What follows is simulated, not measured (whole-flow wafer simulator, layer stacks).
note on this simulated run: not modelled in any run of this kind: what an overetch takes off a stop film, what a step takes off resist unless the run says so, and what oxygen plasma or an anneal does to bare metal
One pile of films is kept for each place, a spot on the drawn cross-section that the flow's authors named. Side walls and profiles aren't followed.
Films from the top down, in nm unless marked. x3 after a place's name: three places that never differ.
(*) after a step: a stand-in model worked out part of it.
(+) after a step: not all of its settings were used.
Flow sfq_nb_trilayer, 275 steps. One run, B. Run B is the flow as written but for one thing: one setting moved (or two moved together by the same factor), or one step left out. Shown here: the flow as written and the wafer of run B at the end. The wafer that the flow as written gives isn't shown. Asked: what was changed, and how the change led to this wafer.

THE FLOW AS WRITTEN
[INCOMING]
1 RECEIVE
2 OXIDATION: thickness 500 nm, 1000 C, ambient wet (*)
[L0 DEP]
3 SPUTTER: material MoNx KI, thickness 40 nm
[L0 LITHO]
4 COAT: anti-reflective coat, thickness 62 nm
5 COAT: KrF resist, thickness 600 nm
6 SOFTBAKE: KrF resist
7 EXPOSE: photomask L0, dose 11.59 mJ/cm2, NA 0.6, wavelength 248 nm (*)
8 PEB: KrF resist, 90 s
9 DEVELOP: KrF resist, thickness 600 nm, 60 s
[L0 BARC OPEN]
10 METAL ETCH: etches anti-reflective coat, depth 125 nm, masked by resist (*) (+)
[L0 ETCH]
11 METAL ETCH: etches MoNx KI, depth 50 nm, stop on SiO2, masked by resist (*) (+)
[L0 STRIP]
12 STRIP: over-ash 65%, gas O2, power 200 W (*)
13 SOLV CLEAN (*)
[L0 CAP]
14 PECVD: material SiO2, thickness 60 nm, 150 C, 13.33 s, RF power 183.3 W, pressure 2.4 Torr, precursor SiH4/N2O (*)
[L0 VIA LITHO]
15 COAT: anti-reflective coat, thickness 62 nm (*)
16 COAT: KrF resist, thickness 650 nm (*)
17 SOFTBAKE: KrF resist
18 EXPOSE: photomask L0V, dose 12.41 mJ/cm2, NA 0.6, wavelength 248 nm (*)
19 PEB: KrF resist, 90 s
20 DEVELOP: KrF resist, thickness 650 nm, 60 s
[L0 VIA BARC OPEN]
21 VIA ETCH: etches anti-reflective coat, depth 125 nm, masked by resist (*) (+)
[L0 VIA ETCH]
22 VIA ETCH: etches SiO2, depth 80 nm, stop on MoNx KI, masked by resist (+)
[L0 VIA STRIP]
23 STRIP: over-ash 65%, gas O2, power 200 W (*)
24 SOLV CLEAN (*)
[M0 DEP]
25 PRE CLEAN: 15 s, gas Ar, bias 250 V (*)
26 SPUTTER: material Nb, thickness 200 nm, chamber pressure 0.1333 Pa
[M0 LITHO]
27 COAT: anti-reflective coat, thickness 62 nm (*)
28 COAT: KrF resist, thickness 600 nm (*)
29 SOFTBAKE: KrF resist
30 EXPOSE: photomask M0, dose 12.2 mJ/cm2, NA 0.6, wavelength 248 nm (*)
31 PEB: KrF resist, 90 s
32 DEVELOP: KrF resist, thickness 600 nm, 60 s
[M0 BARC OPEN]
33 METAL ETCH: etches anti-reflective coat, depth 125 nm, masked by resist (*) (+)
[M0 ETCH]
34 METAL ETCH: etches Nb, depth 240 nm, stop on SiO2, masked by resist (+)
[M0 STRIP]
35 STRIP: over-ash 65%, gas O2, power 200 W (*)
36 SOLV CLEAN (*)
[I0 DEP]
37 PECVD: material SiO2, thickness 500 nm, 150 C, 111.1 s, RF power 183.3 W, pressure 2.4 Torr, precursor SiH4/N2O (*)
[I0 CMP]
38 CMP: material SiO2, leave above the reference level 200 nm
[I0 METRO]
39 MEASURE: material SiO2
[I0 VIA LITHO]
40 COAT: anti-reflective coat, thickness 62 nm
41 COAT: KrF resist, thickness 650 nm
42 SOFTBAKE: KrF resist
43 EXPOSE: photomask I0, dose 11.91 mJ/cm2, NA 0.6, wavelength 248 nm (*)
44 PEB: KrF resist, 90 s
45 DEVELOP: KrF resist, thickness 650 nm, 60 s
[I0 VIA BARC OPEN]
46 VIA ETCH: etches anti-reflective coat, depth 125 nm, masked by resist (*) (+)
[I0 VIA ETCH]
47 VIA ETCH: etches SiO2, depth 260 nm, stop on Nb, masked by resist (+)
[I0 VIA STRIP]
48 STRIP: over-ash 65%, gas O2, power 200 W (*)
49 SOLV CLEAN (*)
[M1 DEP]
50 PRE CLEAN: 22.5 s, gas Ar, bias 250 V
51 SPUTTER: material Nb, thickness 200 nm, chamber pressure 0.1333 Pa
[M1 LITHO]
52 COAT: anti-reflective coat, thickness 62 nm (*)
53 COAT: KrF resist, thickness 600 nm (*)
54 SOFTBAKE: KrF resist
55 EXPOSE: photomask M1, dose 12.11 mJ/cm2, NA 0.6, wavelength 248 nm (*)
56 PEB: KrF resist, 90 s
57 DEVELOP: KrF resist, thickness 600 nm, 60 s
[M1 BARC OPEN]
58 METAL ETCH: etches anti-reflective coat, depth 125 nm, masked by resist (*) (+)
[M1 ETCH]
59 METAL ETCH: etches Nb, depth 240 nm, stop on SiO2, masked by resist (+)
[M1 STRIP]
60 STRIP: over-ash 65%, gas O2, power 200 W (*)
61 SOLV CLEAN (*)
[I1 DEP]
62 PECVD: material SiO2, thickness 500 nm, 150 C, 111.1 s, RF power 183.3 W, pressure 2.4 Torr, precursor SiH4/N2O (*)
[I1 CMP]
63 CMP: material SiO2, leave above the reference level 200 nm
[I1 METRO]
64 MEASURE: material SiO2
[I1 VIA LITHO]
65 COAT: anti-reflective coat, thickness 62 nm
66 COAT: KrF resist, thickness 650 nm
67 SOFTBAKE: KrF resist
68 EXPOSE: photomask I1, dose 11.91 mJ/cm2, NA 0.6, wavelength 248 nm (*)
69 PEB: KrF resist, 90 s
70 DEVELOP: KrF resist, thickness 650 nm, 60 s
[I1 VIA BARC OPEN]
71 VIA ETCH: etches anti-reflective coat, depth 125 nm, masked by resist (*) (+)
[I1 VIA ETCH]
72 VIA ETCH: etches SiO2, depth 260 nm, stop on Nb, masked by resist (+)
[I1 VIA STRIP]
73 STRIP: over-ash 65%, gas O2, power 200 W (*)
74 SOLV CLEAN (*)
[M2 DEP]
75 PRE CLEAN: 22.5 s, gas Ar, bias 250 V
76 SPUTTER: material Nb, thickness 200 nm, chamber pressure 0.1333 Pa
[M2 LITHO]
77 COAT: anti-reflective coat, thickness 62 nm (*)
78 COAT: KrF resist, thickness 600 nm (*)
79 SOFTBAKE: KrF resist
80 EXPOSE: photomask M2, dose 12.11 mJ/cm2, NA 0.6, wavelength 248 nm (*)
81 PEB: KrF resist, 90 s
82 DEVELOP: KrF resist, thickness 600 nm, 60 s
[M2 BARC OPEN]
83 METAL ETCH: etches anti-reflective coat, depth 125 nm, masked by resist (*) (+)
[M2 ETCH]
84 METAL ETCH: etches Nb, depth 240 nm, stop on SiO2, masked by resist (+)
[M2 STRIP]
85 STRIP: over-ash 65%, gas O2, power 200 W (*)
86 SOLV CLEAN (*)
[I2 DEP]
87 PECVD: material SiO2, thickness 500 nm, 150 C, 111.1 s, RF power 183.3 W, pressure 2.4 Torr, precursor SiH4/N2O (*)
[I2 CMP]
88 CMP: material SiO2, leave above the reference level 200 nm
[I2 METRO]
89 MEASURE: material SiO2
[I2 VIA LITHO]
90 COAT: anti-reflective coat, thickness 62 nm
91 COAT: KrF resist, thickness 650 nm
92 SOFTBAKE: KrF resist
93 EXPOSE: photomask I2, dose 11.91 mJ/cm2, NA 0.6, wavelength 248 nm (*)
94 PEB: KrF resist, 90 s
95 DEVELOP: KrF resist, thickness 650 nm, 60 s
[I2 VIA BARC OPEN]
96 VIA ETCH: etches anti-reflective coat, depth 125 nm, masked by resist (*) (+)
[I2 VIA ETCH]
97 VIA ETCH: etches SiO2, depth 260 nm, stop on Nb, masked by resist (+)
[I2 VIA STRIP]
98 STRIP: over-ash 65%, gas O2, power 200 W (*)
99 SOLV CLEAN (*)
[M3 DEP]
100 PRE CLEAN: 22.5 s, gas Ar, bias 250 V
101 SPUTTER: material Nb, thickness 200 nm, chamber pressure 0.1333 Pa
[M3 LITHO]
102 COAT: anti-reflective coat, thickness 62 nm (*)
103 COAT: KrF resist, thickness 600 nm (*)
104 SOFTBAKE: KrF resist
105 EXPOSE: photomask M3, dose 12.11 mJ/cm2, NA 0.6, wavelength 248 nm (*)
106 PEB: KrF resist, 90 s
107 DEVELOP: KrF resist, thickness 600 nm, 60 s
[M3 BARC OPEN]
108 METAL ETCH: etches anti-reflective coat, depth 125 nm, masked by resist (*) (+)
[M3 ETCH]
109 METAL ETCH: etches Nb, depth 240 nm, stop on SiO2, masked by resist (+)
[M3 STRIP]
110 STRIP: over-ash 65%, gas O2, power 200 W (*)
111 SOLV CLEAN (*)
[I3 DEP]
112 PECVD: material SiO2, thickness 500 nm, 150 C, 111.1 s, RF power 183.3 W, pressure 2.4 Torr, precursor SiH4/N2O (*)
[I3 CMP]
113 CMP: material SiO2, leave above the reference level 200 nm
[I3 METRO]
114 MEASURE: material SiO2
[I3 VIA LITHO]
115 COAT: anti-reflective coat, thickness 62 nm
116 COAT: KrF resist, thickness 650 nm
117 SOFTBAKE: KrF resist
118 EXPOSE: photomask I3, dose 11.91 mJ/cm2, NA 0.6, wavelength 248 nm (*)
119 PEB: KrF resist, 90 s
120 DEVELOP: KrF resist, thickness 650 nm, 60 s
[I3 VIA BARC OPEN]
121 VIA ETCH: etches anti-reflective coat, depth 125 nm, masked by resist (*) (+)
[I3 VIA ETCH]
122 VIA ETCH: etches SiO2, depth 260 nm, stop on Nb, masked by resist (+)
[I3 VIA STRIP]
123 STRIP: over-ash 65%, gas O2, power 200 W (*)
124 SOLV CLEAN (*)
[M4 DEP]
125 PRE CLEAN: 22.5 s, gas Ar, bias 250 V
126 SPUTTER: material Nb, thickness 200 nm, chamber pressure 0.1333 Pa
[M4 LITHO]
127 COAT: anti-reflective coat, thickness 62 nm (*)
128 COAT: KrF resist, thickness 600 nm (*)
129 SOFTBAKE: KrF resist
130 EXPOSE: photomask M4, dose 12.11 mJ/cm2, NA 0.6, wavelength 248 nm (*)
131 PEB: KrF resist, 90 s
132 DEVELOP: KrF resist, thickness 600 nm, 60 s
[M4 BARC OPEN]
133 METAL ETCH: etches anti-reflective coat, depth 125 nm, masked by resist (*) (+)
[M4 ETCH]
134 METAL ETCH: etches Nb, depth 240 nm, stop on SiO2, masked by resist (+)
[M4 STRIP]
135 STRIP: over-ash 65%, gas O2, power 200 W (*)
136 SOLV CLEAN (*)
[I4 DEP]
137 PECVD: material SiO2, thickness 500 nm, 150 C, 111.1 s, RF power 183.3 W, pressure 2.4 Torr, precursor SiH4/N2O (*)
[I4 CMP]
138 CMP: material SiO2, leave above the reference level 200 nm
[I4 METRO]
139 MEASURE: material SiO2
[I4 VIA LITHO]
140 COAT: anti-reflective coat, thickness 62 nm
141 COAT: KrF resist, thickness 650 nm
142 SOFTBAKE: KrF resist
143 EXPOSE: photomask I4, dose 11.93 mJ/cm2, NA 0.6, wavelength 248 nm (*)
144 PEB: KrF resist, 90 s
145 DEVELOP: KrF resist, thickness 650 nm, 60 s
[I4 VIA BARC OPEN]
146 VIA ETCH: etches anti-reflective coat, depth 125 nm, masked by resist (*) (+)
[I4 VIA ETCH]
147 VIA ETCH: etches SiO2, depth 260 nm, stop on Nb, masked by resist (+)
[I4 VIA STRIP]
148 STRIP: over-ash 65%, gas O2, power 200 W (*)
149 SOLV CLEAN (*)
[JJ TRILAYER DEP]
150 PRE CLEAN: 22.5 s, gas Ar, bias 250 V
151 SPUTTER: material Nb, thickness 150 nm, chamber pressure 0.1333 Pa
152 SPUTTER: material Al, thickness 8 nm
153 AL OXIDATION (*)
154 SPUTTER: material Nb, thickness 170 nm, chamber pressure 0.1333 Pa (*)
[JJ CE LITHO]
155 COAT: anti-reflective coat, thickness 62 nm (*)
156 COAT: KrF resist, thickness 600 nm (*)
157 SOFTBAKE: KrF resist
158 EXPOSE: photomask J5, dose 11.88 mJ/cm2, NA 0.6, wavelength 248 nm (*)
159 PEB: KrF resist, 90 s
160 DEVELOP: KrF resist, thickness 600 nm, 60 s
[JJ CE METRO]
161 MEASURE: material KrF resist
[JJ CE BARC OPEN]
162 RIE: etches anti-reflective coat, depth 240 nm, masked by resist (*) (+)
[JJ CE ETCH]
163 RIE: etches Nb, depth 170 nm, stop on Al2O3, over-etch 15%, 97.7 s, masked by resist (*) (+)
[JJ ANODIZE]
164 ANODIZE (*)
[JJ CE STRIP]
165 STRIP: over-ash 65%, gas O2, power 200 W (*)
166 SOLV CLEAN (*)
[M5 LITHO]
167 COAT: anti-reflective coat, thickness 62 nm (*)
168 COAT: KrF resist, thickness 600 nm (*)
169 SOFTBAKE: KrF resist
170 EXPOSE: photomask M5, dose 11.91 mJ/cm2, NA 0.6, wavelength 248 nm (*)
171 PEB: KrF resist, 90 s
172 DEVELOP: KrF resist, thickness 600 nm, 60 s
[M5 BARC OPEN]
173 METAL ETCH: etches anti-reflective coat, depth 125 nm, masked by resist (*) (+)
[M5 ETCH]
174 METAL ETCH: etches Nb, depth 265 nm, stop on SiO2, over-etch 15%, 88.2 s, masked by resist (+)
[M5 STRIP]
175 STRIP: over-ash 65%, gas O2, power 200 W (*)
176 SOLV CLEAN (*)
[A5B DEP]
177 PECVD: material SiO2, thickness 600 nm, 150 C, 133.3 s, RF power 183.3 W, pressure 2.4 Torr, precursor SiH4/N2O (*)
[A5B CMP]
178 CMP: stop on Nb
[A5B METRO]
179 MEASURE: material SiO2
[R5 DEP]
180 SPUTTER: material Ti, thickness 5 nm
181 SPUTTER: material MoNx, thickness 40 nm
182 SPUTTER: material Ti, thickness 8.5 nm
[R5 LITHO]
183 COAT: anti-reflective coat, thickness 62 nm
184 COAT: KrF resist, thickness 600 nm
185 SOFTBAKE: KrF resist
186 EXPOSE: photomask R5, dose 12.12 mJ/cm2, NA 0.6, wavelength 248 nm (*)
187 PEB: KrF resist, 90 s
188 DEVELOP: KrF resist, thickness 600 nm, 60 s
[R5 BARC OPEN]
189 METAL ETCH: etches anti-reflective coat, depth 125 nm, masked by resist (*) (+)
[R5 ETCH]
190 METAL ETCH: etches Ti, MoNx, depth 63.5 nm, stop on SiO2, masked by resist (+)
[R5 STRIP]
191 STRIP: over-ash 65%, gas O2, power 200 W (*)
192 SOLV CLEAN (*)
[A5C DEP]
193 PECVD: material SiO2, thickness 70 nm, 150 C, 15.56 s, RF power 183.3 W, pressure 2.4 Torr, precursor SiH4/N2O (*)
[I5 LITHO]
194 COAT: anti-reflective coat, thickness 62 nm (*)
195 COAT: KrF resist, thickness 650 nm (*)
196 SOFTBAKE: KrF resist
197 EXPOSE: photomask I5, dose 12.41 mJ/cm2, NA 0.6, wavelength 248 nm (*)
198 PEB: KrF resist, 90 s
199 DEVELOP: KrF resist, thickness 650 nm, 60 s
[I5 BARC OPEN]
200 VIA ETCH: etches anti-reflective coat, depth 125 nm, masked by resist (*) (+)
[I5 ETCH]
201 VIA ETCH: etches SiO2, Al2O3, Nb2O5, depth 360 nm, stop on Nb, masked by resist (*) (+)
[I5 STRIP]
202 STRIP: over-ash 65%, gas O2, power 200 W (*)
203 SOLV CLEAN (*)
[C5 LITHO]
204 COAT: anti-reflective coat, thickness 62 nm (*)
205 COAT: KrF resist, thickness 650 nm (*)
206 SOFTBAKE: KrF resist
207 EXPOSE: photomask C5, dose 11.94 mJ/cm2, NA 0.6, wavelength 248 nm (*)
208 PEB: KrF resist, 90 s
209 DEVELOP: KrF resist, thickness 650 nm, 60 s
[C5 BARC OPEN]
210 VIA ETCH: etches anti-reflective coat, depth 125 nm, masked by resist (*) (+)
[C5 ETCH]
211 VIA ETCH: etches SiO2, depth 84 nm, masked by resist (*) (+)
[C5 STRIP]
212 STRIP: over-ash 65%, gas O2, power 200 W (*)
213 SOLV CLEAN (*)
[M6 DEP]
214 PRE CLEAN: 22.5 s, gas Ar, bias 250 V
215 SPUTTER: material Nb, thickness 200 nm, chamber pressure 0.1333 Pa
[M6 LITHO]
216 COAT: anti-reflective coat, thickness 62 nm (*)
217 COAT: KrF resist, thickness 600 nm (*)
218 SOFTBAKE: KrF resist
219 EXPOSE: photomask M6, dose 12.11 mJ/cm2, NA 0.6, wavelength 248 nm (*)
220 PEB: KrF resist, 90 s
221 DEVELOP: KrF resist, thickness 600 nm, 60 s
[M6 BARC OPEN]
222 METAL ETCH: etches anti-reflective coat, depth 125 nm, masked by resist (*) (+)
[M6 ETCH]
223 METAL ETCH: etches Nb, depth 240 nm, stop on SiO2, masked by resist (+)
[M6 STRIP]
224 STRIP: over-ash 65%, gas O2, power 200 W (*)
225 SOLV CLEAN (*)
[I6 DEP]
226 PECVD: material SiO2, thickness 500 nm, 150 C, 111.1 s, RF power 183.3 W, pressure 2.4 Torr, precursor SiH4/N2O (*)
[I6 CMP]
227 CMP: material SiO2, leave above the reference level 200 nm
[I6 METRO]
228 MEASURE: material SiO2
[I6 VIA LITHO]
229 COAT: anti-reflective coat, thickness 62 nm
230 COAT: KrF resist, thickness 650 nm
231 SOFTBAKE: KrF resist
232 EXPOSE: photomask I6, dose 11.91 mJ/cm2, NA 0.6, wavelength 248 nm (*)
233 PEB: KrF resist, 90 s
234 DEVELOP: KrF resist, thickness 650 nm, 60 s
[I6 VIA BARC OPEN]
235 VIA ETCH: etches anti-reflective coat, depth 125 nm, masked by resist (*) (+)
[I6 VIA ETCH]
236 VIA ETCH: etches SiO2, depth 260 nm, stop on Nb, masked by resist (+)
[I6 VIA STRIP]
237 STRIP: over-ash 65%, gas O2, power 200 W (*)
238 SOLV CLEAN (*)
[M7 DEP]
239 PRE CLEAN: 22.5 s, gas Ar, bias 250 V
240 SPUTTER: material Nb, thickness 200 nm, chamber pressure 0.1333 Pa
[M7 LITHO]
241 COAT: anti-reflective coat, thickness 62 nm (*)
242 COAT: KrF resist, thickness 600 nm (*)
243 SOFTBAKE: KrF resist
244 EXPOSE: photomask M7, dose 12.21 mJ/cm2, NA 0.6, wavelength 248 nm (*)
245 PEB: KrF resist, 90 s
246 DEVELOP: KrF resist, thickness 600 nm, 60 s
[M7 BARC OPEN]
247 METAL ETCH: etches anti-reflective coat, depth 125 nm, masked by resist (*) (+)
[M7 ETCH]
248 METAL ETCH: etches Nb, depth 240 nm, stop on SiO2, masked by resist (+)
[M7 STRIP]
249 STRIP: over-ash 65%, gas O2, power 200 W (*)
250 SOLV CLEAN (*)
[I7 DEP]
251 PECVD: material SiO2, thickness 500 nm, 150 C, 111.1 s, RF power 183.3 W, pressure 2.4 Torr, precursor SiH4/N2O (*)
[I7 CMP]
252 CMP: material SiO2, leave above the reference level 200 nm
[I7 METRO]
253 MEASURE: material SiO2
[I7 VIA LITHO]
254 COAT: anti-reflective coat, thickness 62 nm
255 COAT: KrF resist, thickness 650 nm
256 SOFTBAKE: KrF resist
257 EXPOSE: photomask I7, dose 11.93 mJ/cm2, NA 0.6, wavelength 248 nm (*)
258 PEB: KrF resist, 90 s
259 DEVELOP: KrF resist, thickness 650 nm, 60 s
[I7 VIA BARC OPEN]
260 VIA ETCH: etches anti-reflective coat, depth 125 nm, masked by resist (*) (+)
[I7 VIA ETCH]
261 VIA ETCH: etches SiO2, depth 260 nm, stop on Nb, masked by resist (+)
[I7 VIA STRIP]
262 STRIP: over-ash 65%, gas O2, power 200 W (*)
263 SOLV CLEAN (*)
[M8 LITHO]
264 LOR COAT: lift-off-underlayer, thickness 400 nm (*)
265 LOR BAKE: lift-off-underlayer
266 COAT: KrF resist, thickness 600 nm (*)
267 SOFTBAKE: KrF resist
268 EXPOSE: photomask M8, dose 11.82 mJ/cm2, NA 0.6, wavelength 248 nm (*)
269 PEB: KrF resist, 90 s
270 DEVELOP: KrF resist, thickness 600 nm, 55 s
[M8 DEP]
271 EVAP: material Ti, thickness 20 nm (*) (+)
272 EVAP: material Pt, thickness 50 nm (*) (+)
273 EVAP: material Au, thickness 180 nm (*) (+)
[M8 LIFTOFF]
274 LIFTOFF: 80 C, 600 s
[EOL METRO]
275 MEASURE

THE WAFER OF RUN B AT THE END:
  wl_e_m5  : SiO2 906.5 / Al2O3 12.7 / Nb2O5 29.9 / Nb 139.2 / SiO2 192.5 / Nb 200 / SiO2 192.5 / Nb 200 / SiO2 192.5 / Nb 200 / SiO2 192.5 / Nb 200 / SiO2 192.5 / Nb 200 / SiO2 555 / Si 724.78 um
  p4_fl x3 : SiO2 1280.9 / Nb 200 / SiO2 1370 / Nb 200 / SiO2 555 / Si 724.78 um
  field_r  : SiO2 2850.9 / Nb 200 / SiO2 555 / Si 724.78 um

The cause: step 227, CMP: leave above the reference level 105 nm was run, where the flow has leave above the reference level 200 nm.

How the change led to this, step by step:
  227 CMP: material SiO2, leave above the reference level 200 nm
      field_l, p4_fl x3, p4_w1 x9 and 49 more: SiO2 -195 (as written it would be: SiO2 -100)
      v_sur, via_wl, via_w and 15 more: SiO2 -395 (as written it would be: SiO2 -300)
      (and at 26 more places)
  236 VIA ETCH: etches SiO2, depth 260 nm, stop on Nb, masked by resist (+)
      field_l, v_sur, via_wl and 102 more: KrF resist -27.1 (as written it would be: KrF resist -44.8)
      via_v: SiO2 -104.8 (all of it) (as written it would be: SiO2 -199.8 (all of it))
  237 STRIP: over-ash 65%, gas O2, power 200 W (*)
      field_l, v_sur, via_wl and 102 more: KrF resist -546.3 (all of it), anti-reflective coat -62 (all of it) (as written it would be: KrF resist -528.6 (all of it), anti-reflective coat -62 (all of it))
  240 SPUTTER: material Nb, thickness 200 nm, chamber pressure 0.1333 Pa
      via_v: Nb +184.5 (as written it would be: Nb +161.1)
  241 COAT: anti-reflective coat, thickness 62 nm (*)
      via_sp: anti-reflective coat +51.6 (new film) (as written it would be: anti-reflective coat +53.1 (new film))
      via_v: anti-reflective coat +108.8 (new film) (as written it would be: anti-reflective coat +126 (new film))
      (and at 1 more place)
  242 COAT: KrF resist, thickness 600 nm (*)
      via_v: KrF resist +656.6 (new film) (as written it would be: KrF resist +742.5 (new film))
  249 STRIP: over-ash 65%, gas O2, power 200 W (*)
      via_sp: KrF resist -382.7 (all of it), anti-reflective coat -51.6 (all of it) (as written it would be: KrF resist -373.6 (all of it), anti-reflective coat -53.1 (all of it))
      via_v: KrF resist -438.9 (all of it), anti-reflective coat -108.8 (all of it) (as written it would be: KrF resist -524.5 (all of it), anti-reflective coat -126 (all of it))
      (and at 1 more place)
  251 PECVD: material SiO2, thickness 500 nm, 150 C, 111.1 s, RF power 183.3 W, pressure 2.4 Torr, precursor SiH4/N2O (*)
      via_v: SiO2 +500 (new film) (as written it would be: SiO2 +621 (new film))
